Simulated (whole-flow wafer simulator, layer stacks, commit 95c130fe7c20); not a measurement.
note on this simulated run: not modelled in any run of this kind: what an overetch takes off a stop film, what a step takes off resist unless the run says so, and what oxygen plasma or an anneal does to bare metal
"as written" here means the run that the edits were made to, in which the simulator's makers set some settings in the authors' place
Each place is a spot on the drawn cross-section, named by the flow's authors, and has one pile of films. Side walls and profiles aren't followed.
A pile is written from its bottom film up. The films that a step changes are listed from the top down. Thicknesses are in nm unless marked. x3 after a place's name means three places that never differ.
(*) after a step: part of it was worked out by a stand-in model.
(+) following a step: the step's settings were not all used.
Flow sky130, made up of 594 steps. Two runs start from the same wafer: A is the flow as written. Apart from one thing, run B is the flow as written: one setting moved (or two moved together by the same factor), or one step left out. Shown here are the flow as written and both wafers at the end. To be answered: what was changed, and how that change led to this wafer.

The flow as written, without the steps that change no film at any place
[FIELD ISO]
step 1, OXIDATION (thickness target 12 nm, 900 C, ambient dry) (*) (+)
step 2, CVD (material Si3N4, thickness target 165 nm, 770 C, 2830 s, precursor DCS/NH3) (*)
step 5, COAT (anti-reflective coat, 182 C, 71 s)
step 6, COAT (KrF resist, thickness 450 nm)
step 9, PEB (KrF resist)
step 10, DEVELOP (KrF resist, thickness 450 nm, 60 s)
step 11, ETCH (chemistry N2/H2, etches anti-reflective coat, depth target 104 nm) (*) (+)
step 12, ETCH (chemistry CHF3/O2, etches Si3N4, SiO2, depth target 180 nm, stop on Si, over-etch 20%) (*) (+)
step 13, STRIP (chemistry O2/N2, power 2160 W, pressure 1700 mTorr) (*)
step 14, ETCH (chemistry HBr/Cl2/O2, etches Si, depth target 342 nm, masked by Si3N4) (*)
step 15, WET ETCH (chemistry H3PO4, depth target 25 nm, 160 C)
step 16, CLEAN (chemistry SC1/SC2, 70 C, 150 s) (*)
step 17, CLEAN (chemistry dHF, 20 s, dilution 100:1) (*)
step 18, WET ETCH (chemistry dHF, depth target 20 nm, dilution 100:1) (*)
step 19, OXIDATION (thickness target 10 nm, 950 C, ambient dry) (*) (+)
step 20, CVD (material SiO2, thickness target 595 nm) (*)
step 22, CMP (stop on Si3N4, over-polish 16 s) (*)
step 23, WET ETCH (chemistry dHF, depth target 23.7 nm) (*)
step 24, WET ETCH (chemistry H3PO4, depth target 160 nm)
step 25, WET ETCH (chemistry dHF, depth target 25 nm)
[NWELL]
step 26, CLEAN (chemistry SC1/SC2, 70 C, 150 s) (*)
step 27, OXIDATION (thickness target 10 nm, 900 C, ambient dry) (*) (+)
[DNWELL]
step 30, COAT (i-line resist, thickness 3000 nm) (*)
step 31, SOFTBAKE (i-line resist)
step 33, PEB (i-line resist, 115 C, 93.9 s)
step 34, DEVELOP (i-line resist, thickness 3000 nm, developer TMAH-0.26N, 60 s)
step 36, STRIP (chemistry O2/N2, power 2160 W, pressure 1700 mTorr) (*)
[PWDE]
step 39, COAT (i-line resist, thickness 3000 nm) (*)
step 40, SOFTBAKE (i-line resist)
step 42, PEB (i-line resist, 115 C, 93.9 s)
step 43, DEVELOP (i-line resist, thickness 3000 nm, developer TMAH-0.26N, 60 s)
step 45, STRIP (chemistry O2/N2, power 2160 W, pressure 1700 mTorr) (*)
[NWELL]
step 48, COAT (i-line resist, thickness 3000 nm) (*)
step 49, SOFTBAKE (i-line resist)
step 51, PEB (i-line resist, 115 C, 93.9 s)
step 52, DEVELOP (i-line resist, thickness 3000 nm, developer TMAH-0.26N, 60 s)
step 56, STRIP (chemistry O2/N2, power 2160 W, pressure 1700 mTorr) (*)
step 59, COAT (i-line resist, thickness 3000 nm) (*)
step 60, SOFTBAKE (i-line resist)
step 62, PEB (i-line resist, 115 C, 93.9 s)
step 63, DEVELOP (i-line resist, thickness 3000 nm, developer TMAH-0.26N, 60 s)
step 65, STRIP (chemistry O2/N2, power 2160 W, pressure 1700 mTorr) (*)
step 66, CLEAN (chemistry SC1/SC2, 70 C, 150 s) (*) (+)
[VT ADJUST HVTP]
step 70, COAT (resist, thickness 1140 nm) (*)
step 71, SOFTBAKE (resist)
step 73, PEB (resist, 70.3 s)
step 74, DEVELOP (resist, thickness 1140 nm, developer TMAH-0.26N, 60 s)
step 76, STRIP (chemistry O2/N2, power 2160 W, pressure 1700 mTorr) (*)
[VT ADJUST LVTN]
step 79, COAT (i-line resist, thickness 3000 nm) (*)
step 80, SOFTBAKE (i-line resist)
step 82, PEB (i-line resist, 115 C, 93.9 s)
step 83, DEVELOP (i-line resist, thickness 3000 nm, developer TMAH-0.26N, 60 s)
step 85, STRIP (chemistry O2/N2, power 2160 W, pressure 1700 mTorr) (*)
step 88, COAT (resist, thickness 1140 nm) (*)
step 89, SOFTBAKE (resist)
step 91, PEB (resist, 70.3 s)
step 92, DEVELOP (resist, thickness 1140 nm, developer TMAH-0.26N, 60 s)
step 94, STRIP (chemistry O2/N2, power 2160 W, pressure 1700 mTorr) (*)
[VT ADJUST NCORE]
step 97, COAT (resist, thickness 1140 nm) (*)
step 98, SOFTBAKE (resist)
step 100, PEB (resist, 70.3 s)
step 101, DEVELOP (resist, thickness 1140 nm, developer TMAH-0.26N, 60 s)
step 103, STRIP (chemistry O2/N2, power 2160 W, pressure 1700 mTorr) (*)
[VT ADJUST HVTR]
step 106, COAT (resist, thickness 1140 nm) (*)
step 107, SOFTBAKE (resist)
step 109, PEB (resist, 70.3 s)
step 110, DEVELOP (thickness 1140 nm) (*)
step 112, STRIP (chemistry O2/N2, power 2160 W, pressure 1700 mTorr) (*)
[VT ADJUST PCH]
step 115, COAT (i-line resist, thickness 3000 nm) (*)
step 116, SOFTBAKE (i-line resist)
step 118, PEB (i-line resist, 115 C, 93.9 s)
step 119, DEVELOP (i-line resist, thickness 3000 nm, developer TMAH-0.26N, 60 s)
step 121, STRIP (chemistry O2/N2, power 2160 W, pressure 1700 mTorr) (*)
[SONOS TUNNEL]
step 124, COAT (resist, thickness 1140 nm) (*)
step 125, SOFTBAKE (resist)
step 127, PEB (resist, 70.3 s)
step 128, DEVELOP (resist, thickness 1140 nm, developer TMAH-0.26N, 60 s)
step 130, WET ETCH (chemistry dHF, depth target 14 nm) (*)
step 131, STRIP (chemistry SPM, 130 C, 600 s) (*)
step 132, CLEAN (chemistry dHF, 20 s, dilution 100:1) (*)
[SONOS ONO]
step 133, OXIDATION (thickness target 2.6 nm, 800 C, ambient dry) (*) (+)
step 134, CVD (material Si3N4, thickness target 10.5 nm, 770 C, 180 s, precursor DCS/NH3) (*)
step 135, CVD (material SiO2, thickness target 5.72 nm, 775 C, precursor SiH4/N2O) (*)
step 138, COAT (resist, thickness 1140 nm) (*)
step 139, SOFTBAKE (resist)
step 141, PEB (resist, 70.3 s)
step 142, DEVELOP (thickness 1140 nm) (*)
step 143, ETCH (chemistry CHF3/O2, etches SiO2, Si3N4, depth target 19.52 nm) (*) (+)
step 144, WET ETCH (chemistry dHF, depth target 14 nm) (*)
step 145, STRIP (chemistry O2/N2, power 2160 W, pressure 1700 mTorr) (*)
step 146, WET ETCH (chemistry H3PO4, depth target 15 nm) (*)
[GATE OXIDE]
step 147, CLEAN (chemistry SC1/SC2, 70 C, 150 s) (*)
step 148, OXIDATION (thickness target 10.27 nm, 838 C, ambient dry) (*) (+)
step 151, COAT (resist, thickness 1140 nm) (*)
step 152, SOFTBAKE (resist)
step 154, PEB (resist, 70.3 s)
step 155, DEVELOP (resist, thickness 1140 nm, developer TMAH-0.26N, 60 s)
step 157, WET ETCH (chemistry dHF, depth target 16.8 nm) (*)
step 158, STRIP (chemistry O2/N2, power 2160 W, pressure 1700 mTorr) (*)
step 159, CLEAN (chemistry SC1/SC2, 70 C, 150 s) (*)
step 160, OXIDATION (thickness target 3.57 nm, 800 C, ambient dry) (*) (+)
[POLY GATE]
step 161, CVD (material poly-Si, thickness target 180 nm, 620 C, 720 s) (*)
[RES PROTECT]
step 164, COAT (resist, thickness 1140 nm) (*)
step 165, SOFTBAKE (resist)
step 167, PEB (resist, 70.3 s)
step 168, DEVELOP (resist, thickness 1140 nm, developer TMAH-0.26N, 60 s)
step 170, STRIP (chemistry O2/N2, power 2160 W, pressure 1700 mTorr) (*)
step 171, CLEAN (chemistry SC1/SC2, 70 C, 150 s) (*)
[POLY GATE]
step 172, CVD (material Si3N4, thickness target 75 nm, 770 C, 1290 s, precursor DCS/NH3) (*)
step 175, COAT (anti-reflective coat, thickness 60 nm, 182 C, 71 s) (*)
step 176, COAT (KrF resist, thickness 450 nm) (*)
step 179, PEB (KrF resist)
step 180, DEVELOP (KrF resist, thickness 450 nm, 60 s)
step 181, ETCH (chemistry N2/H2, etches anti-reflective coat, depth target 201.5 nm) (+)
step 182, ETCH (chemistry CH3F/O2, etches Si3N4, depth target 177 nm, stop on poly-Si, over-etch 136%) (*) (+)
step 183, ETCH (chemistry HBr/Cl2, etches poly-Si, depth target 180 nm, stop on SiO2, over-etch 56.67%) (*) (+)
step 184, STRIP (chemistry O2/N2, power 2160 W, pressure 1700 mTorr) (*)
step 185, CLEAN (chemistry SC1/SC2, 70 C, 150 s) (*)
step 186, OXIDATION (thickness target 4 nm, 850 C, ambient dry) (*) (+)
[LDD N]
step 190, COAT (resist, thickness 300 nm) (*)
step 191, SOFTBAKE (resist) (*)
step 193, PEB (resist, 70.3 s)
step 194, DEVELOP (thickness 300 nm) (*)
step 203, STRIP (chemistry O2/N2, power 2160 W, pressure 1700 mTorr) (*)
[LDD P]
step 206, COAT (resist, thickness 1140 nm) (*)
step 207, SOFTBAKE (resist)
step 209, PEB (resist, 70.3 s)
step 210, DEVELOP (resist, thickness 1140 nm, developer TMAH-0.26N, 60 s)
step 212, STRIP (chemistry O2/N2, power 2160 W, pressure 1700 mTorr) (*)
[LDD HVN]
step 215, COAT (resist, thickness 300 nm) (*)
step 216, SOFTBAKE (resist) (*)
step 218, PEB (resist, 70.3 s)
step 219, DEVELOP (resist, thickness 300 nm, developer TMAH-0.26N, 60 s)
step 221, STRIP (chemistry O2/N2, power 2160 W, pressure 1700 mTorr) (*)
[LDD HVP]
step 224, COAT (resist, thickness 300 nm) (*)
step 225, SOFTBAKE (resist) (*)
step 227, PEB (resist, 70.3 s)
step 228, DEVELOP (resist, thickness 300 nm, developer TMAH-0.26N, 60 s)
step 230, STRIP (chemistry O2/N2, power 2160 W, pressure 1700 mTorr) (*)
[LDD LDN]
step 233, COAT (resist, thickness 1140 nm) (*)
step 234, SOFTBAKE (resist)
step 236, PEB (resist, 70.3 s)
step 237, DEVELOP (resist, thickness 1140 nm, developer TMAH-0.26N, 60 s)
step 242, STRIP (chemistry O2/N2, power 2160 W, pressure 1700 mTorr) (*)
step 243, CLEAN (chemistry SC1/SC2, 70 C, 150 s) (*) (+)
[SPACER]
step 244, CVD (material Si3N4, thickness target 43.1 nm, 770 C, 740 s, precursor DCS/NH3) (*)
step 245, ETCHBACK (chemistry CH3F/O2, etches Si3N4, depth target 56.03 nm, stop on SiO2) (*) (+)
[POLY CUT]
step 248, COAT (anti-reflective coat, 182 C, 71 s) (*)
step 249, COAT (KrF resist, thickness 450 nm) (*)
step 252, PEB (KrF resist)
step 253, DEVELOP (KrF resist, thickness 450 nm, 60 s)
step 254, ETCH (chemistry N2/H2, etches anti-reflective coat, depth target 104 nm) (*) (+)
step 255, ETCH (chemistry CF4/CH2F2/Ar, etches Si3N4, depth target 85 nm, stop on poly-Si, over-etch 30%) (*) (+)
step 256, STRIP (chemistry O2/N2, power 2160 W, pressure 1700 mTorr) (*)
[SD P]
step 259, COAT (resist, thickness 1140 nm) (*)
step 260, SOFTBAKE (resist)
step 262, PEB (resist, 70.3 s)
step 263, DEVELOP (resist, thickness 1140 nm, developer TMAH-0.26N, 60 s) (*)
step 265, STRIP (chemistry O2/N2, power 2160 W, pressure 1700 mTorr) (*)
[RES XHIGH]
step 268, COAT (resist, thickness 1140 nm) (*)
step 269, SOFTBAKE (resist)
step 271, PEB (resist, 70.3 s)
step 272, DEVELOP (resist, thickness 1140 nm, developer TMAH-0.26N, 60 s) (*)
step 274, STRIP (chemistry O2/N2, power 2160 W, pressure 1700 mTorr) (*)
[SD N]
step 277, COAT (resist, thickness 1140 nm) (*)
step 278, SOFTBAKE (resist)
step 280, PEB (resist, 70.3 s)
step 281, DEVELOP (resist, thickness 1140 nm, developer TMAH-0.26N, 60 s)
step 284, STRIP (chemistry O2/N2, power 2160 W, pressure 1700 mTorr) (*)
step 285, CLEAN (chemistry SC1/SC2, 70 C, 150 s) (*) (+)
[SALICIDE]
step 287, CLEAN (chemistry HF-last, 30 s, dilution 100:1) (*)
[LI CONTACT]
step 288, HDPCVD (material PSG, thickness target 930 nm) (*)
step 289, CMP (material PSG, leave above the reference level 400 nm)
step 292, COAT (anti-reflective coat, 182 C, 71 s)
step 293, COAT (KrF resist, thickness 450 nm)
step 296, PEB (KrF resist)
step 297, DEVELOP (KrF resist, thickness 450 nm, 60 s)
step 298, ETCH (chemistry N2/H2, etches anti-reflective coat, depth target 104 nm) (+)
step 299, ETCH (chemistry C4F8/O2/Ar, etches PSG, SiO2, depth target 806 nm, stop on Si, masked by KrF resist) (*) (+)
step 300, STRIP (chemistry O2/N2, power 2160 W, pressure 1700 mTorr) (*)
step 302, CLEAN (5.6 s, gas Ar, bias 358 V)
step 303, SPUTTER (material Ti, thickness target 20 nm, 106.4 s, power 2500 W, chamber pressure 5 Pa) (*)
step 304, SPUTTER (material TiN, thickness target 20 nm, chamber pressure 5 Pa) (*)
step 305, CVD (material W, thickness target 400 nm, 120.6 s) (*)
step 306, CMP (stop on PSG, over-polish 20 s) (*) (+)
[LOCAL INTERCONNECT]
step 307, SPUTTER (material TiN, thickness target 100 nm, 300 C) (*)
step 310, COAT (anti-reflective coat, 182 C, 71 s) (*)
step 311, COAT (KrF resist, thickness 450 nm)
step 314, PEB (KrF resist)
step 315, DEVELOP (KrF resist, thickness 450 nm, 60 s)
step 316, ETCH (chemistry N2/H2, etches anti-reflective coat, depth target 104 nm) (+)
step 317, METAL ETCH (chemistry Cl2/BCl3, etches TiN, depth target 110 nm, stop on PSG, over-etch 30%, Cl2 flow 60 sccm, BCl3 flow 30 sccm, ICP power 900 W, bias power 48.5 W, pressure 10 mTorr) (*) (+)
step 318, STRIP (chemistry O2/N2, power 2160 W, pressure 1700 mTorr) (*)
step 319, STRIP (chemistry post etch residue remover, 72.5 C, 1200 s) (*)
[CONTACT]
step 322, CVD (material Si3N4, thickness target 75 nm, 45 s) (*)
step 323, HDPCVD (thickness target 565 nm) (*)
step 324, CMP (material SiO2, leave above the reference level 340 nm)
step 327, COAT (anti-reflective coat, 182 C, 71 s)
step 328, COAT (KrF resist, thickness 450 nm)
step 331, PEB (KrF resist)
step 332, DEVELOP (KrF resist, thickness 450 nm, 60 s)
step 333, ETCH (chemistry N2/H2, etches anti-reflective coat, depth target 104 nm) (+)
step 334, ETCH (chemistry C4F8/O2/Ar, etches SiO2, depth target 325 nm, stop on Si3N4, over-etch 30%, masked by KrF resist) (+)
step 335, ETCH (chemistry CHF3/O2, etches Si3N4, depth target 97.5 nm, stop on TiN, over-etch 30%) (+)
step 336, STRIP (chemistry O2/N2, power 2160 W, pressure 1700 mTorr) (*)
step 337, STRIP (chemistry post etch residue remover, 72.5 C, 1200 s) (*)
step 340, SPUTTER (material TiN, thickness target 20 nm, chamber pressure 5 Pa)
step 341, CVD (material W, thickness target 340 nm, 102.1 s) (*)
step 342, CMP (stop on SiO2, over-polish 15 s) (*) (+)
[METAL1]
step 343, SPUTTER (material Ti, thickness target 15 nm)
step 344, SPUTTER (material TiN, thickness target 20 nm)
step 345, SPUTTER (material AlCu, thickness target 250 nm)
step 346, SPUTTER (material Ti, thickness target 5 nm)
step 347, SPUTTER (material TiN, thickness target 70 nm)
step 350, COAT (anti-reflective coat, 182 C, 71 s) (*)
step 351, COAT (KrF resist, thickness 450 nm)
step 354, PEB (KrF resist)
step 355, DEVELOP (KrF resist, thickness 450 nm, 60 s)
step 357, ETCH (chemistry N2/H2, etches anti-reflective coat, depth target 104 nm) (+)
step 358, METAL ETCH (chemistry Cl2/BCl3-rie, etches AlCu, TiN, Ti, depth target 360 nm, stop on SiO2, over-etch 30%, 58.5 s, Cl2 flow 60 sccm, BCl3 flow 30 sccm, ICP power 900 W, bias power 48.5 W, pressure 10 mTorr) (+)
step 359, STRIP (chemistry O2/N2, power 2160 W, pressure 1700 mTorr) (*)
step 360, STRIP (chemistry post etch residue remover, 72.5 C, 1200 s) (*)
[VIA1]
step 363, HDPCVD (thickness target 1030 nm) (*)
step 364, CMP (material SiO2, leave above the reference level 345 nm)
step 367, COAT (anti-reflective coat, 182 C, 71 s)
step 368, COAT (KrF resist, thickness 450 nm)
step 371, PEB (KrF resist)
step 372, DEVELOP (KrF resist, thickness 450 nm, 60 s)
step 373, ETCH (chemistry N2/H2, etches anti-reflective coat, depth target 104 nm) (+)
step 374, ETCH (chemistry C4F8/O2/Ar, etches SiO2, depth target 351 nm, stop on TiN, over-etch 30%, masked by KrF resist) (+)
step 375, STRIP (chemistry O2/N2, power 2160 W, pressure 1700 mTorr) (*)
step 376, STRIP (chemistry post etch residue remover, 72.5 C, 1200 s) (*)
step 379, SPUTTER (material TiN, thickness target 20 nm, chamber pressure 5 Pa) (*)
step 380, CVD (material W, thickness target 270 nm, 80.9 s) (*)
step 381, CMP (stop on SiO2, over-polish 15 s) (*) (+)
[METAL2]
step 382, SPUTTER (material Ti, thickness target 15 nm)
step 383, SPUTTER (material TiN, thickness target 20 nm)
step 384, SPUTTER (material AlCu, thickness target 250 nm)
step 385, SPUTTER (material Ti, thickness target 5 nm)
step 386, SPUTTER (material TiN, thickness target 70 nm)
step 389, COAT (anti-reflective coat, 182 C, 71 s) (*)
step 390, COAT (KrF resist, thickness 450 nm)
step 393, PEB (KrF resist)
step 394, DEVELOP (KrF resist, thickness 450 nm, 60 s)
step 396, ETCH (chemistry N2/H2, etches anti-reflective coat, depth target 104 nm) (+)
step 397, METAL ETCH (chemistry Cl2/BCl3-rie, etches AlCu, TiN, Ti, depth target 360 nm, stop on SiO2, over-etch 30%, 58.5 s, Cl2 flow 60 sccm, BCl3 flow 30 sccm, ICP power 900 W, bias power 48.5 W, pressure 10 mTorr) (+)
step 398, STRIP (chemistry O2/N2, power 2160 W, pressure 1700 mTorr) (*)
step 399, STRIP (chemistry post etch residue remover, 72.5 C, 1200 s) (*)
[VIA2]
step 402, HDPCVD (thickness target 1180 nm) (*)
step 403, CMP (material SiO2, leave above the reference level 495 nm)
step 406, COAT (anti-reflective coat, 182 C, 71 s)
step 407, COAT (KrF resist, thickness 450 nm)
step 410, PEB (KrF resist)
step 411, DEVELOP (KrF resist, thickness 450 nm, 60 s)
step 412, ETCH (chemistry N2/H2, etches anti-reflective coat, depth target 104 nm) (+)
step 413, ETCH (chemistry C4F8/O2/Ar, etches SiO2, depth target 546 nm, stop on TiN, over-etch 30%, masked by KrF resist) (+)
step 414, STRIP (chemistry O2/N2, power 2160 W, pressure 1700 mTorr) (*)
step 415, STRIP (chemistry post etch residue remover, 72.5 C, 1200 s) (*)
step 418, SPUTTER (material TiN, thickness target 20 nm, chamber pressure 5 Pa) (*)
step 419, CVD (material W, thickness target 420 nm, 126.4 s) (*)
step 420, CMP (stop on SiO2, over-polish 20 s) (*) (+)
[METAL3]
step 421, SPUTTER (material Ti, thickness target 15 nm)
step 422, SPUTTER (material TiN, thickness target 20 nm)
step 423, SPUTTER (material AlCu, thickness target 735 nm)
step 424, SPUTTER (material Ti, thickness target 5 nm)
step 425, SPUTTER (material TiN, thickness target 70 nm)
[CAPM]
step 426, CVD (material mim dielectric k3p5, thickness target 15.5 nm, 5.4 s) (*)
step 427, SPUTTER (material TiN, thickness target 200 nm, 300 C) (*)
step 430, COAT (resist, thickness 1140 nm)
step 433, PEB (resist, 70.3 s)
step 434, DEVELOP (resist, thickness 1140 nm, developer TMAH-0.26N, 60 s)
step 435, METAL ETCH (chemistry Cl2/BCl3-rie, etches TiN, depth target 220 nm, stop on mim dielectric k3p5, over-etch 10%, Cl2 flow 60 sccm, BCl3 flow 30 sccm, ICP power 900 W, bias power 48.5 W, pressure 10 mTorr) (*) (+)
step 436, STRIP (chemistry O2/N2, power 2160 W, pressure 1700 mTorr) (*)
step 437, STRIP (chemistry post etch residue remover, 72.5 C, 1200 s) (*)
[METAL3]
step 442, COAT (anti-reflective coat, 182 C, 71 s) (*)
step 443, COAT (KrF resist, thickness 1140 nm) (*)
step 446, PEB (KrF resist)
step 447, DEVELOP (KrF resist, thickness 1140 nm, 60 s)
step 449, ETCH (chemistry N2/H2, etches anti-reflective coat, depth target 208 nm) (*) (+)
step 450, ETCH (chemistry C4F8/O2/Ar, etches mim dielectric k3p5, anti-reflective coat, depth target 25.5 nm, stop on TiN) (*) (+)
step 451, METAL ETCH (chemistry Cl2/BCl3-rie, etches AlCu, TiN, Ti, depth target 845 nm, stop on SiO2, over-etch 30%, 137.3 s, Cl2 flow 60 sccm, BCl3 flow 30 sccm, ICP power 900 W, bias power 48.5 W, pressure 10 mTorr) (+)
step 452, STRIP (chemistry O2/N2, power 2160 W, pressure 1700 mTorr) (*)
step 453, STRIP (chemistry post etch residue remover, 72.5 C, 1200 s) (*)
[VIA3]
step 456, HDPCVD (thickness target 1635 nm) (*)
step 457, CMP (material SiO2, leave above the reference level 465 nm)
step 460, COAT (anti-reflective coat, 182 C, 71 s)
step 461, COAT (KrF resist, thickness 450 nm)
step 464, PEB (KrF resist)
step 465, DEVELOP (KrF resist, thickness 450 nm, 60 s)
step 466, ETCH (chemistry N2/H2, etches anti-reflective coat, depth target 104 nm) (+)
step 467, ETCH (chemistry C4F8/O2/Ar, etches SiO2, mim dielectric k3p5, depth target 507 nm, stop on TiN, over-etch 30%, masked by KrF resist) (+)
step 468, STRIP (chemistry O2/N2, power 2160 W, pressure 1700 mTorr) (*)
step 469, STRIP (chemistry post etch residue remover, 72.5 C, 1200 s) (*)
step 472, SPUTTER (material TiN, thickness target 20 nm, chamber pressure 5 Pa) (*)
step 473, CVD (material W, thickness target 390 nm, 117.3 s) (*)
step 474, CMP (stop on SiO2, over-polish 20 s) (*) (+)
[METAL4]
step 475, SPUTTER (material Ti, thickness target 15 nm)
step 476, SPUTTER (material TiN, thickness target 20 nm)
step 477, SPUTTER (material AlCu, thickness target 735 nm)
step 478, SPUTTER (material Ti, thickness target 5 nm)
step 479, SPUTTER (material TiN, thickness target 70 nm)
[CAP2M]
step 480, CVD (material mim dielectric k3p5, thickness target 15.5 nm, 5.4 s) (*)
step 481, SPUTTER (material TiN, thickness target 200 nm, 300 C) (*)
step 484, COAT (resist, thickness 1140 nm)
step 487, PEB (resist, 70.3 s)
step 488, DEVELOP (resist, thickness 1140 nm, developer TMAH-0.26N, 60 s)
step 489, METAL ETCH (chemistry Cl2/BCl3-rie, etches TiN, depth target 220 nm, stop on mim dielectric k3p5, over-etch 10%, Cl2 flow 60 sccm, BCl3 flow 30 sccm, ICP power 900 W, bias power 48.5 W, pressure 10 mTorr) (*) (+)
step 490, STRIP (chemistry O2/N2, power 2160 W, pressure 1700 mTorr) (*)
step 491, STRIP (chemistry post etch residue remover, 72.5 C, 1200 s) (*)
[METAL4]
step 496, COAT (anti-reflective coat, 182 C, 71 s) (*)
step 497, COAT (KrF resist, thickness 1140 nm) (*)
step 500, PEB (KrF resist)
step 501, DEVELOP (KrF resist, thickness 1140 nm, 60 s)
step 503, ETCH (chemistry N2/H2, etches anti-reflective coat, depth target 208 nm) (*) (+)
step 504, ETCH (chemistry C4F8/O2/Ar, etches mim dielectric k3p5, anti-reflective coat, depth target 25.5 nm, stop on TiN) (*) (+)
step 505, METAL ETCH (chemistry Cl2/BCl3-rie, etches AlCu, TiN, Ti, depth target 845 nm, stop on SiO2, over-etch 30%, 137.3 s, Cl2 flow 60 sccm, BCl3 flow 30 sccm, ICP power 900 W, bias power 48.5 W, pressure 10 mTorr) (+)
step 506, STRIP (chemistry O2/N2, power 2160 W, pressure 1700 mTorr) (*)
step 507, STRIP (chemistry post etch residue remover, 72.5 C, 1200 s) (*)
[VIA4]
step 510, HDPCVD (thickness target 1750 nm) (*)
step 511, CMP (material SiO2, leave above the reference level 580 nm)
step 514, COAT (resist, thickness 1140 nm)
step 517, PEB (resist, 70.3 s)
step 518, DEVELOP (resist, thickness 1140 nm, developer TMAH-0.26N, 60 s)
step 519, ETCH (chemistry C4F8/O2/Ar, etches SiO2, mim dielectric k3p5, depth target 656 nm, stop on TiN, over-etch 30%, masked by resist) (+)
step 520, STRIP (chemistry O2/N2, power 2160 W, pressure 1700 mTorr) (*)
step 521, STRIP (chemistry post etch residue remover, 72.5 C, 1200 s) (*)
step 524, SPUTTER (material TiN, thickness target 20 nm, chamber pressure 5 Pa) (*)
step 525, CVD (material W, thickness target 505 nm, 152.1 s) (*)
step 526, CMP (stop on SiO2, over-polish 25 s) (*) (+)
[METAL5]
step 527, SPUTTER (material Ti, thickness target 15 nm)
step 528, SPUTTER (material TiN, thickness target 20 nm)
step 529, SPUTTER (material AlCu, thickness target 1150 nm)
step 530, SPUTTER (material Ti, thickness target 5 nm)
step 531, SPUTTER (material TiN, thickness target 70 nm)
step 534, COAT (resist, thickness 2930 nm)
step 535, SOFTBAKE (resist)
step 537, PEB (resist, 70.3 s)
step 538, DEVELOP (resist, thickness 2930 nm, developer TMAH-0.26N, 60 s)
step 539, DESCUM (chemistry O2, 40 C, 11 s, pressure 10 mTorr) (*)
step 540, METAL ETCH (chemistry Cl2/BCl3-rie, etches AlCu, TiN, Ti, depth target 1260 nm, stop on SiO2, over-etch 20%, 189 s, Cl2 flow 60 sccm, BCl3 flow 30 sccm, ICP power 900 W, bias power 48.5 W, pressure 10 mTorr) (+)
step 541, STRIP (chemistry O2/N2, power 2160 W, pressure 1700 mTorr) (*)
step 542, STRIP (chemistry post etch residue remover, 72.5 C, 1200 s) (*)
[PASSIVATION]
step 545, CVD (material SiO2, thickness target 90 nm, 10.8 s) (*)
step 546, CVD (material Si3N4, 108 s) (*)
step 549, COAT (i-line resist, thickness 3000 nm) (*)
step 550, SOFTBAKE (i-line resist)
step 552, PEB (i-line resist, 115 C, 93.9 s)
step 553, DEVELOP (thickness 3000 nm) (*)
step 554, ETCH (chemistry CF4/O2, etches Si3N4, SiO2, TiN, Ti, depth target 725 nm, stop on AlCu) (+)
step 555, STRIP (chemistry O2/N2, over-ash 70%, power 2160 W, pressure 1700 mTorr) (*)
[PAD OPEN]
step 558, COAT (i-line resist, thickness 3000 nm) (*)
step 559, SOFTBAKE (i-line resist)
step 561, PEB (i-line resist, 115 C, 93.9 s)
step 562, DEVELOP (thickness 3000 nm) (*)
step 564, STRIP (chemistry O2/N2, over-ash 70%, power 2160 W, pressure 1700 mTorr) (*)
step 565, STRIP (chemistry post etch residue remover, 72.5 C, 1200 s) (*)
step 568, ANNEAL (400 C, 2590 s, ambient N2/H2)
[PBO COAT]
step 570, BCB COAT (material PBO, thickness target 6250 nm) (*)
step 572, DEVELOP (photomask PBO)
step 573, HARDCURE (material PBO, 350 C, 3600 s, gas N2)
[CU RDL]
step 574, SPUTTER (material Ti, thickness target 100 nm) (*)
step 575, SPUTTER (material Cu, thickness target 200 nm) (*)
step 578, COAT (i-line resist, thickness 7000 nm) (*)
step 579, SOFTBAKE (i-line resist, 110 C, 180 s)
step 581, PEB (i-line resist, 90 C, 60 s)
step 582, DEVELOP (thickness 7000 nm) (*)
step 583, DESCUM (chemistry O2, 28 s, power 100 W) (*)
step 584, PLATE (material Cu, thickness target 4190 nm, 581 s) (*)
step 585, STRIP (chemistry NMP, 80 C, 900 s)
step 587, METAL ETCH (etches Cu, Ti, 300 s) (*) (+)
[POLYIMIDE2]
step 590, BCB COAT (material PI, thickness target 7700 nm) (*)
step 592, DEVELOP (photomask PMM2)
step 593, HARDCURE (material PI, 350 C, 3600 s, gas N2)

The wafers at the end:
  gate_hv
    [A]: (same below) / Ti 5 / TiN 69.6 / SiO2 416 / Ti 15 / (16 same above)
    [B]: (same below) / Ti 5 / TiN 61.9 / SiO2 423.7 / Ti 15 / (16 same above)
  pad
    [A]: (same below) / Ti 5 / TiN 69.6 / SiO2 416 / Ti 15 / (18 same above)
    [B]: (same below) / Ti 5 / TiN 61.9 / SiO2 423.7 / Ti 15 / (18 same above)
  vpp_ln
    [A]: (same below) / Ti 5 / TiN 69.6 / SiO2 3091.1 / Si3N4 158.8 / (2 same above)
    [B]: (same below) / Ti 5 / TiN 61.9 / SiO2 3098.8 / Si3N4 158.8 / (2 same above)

What caused this: step 386, SPUTTER: thickness target 62.3 nm was run, whereas the flow has thickness target 70 nm.

How this came from the change, step by step:
  step 386, SPUTTER (material TiN, thickness target 70 nm)
      field, active, n_well and 188 more: A TiN gains 70 (new film) | B TiN gains 62.3 (new film)
  step 397, METAL ETCH (chemistry Cl2/BCl3-rie, etches AlCu, TiN, Ti, depth target 360 nm, stop on SiO2, over-etch 30%, 58.5 s, Cl2 flow 60 sccm, BCl3 flow 30 sccm, ICP power 900 W, bias power 48.5 W, pressure 10 mTorr) (+)
      field, active, gate and 82 more: A TiN loses 68.7 (all of it), Ti loses 5 (all of it), AlCu loses 250 (all of it), TiN loses 20 (all of it), Ti loses 15 (all of it), SiO2 loses 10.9 | B TiN loses 61 (all of it), Ti loses 5 (all of it), AlCu loses 250 (all of it), TiN loses 20 (all of it), Ti loses 15 (all of it), SiO2 loses 11.7
